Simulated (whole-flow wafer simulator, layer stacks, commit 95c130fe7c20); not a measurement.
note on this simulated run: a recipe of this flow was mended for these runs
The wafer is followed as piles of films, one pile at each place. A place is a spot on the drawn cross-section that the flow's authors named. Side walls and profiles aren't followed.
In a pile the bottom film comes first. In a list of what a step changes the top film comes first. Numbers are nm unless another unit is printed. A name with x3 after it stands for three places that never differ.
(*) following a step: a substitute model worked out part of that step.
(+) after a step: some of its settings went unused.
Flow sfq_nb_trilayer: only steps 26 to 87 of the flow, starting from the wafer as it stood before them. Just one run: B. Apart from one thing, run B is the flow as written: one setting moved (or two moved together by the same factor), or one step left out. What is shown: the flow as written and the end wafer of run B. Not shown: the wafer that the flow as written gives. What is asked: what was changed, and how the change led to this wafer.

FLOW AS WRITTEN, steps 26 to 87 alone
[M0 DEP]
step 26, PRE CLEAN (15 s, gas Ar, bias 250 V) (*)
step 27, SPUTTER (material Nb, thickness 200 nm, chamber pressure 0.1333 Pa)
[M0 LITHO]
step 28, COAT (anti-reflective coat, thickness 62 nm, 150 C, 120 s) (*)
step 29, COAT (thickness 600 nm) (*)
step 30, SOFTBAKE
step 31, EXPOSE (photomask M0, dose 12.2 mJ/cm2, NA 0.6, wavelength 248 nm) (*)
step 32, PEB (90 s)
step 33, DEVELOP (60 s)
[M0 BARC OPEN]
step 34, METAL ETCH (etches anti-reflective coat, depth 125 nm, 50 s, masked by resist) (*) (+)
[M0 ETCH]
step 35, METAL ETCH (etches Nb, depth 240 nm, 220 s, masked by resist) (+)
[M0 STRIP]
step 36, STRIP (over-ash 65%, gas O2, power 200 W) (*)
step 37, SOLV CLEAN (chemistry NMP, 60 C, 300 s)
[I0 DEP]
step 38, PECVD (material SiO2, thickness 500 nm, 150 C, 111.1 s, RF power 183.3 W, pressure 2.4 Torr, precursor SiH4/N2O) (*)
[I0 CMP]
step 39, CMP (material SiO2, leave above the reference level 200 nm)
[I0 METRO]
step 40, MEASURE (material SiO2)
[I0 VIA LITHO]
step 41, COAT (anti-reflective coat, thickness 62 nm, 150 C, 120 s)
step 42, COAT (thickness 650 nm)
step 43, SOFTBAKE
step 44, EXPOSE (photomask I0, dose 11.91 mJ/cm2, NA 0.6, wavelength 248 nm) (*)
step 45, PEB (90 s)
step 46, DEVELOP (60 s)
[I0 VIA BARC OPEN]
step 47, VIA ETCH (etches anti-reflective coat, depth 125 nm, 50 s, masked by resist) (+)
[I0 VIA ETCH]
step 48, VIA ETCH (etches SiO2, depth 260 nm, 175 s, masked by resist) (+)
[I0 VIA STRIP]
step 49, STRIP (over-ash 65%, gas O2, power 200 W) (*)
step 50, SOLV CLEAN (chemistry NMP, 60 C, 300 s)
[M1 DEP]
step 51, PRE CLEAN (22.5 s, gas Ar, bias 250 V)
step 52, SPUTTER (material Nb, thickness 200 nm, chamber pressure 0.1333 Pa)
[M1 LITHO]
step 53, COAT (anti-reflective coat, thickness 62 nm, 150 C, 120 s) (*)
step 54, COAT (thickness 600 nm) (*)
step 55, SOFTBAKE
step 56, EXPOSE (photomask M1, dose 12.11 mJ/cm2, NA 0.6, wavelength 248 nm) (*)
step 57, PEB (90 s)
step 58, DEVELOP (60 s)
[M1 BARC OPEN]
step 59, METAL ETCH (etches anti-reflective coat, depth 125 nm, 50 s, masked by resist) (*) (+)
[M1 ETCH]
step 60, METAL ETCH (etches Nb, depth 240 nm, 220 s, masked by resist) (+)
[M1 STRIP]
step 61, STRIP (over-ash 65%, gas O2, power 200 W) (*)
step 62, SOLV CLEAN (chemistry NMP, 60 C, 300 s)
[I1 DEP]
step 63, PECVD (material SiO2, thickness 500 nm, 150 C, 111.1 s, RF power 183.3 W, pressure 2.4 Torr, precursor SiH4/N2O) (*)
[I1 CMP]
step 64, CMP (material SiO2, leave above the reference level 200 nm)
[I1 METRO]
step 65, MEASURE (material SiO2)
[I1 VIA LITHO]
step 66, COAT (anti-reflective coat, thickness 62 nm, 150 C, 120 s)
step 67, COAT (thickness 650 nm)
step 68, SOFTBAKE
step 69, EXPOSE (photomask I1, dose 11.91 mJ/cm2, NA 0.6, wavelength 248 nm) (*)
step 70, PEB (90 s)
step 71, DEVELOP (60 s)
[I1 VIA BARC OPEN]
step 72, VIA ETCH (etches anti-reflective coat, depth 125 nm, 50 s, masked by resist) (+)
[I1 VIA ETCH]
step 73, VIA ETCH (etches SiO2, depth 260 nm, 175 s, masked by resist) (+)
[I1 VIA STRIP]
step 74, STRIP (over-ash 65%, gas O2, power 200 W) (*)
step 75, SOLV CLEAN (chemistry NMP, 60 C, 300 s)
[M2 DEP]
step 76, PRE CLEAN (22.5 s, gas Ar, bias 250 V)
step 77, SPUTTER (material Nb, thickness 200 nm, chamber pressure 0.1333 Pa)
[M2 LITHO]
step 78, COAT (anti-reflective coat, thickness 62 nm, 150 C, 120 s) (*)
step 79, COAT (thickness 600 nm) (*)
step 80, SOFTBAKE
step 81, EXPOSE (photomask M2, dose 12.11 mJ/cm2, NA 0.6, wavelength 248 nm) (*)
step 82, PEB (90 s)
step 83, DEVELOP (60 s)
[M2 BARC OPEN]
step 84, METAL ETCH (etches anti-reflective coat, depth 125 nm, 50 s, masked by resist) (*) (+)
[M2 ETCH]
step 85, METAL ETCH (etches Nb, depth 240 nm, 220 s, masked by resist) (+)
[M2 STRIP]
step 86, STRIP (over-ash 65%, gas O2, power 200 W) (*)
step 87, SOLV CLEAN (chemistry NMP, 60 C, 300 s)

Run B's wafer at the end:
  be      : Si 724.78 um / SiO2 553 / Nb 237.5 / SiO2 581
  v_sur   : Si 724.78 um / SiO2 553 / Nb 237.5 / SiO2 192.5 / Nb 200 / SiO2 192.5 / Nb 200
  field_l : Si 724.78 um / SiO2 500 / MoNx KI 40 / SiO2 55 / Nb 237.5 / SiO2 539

Cause: step 27, SPUTTER: thickness 237.5 nm was run, whereas the flow has thickness 200 nm.
One can read it off the wafer: be has Nb 237.5, and step 27 as written asks for 200 nm.

The path from the change to this, step by step:
  step 27, SPUTTER (material Nb, thickness 200 nm, chamber pressure 0.1333 Pa)
      field_l, v_sur, via_wl and 102 more: Nb gains 237.5 (new film) (as written it would have been: Nb gains 200 (new film))
      l0v: Nb gains 232.9 (new film) (as written it would have been: Nb gains 195.4 (new film))
  step 35, METAL ETCH (etches Nb, depth 240 nm, 220 s, masked by resist) (+)
      moat, m0r_space_l x2: Nb loses 237.5 (all of it), SiO2 loses 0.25 (as written it would have been: Nb loses 200 (all of it), SiO2 loses 4)
  step 38, PECVD (material SiO2, thickness 500 nm, 150 C, 111.1 s, RF power 183.3 W, pressure 2.4 Torr, precursor SiH4/N2O) (*)
      moat, m0r_space_l x2: SiO2 gains 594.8 (as written it would have been: SiO2 gains 561.1)
